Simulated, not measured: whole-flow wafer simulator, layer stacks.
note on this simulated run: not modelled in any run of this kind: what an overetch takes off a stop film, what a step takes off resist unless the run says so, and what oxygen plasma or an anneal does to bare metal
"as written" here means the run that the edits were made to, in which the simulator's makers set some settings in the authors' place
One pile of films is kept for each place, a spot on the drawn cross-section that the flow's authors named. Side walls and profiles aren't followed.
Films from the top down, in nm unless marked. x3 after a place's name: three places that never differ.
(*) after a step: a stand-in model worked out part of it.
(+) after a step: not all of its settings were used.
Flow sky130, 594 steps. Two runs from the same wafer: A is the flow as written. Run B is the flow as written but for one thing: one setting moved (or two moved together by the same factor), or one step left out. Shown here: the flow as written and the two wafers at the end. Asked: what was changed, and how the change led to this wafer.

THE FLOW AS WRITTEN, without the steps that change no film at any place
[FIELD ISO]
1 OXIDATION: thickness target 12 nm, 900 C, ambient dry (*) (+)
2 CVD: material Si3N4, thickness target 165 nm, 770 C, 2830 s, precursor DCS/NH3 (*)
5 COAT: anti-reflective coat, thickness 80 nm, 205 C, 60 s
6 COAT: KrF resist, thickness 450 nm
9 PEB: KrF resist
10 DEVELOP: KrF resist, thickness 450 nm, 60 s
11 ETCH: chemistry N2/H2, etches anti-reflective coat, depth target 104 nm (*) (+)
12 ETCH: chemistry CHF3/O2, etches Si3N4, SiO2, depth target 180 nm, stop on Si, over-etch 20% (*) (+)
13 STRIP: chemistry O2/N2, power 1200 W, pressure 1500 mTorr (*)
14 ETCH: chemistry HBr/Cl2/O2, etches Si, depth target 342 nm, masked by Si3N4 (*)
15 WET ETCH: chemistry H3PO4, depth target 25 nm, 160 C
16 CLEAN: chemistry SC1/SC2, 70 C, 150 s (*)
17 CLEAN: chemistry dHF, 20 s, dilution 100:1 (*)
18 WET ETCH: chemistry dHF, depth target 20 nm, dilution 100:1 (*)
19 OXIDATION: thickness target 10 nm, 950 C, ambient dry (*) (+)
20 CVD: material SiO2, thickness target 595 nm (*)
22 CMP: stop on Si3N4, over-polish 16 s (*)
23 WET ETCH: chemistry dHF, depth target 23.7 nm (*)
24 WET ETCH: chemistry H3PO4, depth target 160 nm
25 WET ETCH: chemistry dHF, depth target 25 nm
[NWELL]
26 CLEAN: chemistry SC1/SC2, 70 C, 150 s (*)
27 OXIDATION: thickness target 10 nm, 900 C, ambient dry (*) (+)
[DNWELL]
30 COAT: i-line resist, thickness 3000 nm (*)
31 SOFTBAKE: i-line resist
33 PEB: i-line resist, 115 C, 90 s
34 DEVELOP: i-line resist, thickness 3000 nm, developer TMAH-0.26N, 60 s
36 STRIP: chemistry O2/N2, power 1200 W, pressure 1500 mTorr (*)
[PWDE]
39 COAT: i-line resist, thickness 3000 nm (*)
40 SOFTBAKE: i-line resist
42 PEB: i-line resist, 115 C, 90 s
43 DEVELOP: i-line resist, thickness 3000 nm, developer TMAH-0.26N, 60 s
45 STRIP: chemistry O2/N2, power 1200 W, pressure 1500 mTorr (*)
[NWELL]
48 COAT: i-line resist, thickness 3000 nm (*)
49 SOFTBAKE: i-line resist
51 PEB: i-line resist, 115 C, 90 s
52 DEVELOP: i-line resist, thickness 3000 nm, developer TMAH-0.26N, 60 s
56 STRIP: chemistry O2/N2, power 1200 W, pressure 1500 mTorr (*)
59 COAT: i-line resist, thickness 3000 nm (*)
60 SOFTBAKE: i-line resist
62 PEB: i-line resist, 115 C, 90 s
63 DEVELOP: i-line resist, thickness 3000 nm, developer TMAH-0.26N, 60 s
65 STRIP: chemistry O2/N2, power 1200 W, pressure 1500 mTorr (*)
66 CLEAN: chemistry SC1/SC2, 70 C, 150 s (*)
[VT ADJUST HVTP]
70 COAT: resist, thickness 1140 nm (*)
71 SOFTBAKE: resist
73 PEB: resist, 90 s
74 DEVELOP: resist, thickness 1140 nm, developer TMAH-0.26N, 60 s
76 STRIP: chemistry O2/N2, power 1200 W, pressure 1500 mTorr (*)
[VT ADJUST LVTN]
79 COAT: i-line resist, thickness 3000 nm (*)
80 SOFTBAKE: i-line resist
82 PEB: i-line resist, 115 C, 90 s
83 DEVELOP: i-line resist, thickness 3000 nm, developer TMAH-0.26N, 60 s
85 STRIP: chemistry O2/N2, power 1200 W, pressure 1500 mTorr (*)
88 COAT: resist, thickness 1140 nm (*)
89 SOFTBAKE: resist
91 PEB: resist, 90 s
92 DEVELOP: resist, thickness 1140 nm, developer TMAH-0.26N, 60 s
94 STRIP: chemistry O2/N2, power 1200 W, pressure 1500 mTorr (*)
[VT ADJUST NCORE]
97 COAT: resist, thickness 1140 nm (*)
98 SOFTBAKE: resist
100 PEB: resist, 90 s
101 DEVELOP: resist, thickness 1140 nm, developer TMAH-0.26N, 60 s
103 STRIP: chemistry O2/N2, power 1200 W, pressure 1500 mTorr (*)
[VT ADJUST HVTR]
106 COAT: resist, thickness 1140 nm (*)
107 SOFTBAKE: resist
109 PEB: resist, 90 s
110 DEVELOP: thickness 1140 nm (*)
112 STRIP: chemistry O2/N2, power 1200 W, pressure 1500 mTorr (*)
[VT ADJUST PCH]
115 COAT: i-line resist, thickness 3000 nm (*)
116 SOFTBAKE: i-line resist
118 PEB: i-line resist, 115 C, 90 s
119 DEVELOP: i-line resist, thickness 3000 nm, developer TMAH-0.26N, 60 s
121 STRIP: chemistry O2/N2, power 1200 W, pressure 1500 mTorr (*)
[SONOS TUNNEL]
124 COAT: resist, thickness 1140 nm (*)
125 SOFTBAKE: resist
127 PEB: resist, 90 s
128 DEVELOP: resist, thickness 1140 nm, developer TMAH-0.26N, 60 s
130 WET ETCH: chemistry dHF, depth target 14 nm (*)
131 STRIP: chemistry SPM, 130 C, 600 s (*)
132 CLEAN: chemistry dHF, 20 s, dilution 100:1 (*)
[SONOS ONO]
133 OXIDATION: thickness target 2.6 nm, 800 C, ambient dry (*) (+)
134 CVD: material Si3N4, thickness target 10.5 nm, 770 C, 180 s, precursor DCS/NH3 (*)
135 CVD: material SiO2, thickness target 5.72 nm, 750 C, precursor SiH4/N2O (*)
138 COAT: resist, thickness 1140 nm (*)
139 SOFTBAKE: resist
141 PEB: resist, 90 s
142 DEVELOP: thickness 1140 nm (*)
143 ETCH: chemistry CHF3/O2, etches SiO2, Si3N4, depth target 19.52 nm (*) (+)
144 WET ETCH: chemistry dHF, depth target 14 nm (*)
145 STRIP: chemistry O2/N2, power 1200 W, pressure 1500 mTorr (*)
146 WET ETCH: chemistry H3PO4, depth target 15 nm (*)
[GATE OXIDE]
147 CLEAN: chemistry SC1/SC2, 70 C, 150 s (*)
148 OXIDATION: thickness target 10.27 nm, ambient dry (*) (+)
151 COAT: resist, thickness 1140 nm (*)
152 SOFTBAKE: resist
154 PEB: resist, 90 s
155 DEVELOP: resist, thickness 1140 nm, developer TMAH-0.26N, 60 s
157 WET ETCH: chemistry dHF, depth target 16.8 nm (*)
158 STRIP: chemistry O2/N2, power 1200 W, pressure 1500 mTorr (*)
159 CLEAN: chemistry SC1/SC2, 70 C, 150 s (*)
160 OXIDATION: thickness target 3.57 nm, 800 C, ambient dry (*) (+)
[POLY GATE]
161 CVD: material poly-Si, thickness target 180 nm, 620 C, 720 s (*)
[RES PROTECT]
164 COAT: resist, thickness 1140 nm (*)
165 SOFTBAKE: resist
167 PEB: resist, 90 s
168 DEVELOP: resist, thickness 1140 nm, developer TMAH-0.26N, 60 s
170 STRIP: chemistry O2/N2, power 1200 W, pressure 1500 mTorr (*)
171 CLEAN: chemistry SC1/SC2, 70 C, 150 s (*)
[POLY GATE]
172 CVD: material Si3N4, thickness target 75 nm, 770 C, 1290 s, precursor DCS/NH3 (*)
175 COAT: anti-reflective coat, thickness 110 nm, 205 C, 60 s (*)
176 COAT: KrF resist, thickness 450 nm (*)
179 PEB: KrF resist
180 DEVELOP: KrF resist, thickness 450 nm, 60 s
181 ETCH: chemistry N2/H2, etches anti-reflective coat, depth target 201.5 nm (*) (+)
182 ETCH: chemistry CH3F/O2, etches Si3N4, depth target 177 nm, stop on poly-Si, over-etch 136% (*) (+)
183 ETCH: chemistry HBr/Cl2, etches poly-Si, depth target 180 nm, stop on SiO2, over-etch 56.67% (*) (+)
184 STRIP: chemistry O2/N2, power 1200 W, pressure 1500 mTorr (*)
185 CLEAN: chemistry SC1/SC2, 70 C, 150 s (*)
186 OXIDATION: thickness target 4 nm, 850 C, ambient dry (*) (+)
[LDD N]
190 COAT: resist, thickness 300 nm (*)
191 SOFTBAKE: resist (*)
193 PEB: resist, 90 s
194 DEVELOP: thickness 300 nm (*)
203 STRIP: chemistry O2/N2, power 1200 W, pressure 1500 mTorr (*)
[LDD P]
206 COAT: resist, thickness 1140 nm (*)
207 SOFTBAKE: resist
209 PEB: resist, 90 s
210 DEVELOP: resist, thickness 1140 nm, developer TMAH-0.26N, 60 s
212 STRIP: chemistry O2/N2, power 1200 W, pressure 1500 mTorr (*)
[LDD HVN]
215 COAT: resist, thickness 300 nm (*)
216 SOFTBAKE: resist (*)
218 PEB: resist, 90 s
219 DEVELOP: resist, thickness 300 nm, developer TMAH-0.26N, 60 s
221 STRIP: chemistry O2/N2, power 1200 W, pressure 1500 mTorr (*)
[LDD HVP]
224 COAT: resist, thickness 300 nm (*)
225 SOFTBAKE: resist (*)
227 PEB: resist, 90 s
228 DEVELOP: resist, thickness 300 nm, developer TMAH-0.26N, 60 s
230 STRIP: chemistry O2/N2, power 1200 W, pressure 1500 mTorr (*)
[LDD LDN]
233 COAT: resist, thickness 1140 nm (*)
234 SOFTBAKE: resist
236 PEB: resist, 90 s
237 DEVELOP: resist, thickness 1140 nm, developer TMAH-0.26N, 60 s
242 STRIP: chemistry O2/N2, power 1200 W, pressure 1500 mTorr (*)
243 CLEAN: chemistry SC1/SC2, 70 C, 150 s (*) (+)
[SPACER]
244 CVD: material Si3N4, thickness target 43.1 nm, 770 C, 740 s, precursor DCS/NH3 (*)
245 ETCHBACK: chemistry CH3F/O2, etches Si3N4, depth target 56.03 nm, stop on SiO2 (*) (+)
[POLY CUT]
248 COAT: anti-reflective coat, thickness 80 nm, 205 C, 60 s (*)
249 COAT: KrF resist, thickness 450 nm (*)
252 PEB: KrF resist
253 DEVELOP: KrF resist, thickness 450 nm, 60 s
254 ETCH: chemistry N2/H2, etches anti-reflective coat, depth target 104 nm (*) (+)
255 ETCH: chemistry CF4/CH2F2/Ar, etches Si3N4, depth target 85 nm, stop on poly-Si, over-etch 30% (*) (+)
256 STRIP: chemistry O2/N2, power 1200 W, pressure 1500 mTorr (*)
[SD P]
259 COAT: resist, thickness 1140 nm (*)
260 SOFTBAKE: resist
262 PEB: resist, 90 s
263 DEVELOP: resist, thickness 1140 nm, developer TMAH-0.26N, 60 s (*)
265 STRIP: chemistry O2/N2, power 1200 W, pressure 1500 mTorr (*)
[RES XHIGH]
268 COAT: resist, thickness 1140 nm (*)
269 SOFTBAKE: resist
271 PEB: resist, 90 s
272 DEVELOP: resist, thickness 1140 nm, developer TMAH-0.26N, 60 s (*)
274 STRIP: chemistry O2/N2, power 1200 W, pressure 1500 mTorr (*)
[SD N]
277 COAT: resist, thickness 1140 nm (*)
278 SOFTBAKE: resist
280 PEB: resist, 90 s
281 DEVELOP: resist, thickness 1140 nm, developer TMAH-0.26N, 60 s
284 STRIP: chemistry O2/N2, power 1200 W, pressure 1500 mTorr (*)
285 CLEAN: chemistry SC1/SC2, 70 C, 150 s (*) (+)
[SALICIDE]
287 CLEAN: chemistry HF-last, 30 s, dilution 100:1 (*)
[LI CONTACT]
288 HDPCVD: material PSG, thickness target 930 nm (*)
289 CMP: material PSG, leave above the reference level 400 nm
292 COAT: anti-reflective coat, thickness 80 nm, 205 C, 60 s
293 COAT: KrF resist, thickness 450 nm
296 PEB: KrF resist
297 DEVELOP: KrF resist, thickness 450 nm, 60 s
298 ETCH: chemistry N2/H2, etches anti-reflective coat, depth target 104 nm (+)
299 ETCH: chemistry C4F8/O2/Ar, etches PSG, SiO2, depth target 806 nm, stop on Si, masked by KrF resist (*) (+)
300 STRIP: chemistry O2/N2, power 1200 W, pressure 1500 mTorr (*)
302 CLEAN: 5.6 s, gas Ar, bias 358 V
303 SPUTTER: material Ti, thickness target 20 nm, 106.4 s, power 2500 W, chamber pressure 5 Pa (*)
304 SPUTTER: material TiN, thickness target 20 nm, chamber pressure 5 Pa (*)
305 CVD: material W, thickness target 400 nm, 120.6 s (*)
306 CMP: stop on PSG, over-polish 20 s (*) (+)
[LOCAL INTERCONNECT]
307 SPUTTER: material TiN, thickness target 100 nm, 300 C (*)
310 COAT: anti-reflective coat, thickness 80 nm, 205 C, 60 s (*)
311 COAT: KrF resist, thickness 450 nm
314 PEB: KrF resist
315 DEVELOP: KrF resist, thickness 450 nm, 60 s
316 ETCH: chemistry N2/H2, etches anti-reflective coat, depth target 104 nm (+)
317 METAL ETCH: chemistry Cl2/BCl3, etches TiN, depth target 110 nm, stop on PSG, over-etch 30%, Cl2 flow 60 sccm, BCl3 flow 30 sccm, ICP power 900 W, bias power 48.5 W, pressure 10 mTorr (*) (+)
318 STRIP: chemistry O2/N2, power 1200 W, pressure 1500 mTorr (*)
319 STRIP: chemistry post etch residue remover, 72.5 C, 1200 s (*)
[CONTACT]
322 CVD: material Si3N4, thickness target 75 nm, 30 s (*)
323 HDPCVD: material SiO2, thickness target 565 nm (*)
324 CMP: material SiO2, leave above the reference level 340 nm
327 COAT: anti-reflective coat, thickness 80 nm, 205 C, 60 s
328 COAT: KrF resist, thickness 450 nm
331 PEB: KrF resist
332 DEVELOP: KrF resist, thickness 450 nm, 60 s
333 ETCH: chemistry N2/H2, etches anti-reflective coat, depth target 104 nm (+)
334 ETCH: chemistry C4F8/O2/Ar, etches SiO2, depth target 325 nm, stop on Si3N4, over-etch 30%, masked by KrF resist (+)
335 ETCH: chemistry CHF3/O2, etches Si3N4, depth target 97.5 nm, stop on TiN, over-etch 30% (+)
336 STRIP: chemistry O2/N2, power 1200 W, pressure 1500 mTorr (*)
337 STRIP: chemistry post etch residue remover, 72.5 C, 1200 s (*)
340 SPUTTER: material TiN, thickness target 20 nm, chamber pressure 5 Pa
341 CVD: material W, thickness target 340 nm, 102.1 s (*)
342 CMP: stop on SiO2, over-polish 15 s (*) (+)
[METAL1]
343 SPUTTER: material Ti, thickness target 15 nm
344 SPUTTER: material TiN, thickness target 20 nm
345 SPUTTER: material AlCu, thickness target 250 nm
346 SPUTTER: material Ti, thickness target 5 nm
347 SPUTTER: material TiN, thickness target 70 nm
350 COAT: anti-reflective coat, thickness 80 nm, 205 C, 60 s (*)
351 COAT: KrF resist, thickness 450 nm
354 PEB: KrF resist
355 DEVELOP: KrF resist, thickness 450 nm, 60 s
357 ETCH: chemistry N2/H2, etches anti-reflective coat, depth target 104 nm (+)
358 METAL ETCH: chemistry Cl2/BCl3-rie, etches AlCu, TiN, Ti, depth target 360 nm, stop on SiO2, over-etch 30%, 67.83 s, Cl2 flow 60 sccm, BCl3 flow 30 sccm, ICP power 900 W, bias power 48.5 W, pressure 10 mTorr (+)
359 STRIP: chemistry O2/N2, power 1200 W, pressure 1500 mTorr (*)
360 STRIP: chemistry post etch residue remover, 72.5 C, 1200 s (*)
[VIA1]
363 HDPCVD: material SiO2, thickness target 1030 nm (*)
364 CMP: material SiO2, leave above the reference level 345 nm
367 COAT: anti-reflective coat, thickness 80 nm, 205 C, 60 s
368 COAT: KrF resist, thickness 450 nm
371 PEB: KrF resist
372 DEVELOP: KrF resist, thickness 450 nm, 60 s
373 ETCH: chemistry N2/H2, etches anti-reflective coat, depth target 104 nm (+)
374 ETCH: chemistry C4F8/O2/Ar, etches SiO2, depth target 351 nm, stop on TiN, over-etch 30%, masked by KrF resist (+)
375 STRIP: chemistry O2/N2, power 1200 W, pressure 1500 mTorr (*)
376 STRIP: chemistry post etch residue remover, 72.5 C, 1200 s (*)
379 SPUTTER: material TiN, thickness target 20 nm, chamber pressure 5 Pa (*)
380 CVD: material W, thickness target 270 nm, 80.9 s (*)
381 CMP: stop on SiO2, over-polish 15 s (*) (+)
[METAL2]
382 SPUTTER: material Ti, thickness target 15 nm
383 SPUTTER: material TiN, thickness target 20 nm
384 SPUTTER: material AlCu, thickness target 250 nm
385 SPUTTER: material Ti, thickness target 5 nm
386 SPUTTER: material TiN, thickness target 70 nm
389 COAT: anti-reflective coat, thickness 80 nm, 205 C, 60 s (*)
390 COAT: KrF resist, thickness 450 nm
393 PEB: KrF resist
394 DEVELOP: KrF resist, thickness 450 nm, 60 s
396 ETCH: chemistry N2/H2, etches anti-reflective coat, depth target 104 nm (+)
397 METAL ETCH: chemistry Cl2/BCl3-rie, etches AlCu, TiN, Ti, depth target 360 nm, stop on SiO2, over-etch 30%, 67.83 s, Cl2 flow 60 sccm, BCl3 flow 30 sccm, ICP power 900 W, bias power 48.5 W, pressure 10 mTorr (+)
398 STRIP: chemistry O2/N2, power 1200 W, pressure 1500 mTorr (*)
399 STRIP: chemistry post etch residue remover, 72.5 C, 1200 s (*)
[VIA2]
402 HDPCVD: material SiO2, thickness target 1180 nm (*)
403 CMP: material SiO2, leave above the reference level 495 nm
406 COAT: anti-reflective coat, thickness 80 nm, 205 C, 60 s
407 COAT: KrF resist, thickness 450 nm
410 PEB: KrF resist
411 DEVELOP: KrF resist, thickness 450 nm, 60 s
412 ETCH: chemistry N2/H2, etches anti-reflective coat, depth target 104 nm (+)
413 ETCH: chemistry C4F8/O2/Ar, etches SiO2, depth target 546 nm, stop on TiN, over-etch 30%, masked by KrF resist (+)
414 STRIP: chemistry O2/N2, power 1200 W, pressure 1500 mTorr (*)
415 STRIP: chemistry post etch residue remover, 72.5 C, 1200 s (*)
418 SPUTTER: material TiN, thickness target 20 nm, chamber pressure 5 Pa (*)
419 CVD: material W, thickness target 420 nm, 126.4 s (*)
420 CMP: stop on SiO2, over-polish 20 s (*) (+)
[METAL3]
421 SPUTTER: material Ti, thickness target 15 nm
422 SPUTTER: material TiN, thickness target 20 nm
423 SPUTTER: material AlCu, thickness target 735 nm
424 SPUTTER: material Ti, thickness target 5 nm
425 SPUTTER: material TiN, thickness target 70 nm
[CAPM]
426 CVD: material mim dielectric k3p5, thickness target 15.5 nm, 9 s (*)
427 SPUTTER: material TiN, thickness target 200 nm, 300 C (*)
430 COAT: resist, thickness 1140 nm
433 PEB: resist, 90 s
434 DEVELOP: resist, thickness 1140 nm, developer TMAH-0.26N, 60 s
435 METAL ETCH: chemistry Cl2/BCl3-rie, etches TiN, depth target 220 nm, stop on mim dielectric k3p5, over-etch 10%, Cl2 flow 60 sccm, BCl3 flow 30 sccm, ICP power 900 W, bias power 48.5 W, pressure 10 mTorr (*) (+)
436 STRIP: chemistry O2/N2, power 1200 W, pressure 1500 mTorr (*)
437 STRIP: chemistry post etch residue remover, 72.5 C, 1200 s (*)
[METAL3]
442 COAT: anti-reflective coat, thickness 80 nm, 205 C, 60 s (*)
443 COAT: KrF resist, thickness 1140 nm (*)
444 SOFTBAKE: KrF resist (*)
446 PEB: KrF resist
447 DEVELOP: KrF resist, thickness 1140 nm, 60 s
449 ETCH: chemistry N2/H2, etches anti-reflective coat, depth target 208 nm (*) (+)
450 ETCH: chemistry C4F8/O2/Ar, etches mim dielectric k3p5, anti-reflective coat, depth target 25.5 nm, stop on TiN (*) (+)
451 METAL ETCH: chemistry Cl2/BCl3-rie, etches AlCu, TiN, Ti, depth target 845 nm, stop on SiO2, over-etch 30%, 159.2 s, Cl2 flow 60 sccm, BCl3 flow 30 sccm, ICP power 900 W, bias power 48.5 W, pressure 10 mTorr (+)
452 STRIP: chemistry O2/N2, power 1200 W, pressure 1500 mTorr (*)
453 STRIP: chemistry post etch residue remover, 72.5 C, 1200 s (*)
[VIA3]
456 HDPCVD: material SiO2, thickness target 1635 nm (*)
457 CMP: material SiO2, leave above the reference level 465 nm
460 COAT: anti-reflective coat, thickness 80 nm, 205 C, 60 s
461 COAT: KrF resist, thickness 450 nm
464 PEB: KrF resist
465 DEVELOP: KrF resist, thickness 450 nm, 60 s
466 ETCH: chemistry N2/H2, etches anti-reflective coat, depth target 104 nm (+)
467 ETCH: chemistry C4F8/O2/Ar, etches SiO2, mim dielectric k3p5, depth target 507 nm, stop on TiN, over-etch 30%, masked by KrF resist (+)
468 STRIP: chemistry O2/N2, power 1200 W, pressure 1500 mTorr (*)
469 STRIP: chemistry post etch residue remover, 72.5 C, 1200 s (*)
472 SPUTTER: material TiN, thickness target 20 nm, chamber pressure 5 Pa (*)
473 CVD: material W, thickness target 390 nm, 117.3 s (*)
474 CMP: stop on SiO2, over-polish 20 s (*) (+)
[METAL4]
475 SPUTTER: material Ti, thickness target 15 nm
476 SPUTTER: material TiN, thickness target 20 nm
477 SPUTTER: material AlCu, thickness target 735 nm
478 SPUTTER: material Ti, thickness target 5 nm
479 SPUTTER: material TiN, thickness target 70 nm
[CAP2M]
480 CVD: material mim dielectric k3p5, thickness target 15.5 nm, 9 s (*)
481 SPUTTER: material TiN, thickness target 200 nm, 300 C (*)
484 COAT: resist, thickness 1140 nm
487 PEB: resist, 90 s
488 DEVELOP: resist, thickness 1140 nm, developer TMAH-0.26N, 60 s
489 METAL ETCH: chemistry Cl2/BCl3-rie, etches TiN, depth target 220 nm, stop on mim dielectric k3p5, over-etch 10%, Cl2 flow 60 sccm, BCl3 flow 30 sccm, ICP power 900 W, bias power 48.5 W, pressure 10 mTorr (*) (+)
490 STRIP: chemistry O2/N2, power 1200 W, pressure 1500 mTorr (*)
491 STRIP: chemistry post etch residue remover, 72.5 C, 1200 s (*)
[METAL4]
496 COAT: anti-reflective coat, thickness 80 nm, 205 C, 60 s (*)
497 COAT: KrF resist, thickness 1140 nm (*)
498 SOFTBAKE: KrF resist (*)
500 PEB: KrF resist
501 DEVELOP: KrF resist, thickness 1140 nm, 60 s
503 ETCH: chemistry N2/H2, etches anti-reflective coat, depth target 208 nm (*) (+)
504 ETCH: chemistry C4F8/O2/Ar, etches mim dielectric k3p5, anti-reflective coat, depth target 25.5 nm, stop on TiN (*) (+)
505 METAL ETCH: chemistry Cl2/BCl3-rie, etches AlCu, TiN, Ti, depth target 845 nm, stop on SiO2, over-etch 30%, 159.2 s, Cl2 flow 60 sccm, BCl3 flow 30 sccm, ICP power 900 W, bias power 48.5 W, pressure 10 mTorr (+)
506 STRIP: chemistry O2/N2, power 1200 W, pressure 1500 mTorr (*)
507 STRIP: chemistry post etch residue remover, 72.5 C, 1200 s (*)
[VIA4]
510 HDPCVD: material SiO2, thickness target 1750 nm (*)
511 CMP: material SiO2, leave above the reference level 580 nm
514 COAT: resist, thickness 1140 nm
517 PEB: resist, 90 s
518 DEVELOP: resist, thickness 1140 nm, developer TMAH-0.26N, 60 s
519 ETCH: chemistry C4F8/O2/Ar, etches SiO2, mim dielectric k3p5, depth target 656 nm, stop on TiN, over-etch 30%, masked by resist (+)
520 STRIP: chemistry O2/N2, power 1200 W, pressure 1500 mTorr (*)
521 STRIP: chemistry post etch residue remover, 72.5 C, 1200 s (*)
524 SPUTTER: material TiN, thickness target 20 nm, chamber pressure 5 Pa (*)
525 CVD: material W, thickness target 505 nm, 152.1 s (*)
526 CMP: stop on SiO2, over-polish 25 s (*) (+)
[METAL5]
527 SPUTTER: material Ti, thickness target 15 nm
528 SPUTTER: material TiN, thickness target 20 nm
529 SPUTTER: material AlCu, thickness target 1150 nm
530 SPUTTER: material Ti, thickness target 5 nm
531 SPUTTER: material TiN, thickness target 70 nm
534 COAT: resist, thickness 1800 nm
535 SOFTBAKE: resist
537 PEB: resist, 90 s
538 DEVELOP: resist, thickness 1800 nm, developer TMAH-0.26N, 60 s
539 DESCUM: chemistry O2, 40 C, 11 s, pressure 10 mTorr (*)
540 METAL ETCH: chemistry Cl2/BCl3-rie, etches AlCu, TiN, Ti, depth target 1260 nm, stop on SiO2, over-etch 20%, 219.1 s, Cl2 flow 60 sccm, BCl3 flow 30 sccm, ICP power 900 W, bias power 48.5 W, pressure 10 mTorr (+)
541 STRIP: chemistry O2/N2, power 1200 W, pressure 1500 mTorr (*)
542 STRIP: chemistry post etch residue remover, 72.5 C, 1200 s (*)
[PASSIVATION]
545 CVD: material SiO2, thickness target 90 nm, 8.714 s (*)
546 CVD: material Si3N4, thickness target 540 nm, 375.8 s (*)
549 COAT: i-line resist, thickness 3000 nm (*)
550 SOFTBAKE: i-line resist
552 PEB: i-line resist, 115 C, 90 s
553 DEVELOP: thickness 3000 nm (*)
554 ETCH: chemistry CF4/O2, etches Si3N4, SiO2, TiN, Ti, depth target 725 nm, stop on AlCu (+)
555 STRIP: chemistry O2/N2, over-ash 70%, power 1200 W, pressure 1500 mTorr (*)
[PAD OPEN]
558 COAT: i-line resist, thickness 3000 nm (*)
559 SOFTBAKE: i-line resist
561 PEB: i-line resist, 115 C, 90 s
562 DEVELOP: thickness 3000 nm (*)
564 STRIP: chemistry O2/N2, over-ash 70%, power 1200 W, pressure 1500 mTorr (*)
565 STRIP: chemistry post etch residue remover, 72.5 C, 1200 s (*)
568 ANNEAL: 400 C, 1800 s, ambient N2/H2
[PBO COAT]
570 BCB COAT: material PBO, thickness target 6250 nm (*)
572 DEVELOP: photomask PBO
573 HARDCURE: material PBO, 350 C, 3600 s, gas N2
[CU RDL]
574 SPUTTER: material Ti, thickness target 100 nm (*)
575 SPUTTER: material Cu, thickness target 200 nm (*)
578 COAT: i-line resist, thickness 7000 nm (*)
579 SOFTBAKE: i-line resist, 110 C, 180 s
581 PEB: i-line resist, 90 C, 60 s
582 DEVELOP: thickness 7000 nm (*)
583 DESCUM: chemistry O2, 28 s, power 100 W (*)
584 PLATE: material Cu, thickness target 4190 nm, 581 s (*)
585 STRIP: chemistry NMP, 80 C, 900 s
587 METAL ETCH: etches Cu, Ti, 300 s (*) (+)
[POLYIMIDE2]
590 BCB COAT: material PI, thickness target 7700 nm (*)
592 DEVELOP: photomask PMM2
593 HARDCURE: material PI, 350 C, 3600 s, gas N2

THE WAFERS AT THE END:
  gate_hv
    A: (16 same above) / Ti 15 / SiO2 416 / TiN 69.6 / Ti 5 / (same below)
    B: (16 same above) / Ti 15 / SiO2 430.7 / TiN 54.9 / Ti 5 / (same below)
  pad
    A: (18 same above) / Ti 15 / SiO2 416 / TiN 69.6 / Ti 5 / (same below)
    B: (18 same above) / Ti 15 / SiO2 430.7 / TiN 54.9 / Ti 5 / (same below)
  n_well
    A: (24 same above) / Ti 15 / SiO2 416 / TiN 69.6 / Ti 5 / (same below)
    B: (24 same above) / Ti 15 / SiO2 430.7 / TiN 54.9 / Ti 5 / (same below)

The cause: step 386, SPUTTER: thickness target 55.3 nm was run, where the flow has thickness target 70 nm.

How the change led to this, step by step:
  386 SPUTTER: material TiN, thickness target 70 nm
      field, active, n_well and 188 more: A TiN +70 (new film) | B TiN +55.3 (new film)
  397 METAL ETCH: chemistry Cl2/BCl3-rie, etches AlCu, TiN, Ti, depth target 360 nm, stop on SiO2, over-etch 30%, 67.83 s, Cl2 flow 60 sccm, BCl3 flow 30 sccm, ICP power 900 W, bias power 48.5 W, pressure 10 mTorr (+)
      field, active, gate and 82 more: A TiN -68.7 (all of it), Ti -5 (all of it), AlCu -250 (all of it), TiN -20 (all of it), Ti -15 (all of it), SiO2 -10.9 | B TiN -54 (all of it), Ti -5 (all of it), AlCu -250 (all of it), TiN -20 (all of it), Ti -15 (all of it), SiO2 -12.4
  413 ETCH: chemistry C4F8/O2/Ar, etches SiO2, depth target 546 nm, stop on TiN, over-etch 30%, masked by KrF resist (+)
      m1: A SiO2 -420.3 (all of it) | B SiO2 -435 (all of it)
      via2_hole: A SiO2 -419.8 (all of it) | B SiO2 -434.5 (all of it)
